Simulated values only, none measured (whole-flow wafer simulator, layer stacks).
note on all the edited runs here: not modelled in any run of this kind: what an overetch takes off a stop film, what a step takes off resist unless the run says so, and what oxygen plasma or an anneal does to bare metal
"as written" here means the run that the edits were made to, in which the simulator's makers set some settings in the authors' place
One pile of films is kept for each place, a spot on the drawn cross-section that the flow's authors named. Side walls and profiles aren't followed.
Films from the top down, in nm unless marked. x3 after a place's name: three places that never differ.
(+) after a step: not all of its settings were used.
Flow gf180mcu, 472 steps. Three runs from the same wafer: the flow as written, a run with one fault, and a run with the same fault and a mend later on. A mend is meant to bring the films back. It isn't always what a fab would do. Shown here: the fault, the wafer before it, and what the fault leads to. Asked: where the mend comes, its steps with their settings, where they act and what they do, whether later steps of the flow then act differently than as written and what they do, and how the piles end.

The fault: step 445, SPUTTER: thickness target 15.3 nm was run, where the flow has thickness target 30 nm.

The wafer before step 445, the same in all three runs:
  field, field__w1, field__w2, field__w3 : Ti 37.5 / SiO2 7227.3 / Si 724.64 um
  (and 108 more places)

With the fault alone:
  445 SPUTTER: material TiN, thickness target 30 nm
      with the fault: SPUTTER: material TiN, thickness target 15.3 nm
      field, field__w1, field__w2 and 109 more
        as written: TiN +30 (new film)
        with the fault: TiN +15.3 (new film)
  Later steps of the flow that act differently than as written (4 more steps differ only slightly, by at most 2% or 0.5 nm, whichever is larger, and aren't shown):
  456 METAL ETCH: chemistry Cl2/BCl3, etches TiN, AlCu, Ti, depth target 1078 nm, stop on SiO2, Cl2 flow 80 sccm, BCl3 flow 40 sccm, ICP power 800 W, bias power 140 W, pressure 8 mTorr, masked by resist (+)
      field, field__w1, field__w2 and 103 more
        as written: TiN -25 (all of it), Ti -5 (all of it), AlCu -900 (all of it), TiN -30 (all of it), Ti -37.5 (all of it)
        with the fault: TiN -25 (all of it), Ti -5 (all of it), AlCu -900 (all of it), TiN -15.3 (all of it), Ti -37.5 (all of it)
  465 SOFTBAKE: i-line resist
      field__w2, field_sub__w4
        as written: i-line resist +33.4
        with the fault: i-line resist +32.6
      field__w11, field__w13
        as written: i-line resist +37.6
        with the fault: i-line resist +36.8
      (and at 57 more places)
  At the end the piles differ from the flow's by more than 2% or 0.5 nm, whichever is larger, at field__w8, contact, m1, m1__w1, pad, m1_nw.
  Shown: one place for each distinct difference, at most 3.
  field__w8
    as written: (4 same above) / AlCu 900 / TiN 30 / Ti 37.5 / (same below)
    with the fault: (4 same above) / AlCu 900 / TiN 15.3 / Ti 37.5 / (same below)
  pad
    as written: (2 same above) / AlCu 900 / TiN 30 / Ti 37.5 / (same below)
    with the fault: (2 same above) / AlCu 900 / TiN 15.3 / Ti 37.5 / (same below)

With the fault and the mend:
  The mend comes after step 445.
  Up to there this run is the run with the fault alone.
  445a SPUTTER: material TiN, thickness target 14.7 nm (the flow's step 445 once more, with other settings)
      field, field__w1, field__w2 and 109 more
        TiN +14.7
  No later step of the flow acts differently than as written at any place that is followed.
  At the end the piles are the same as the flow's at every place that both follow.
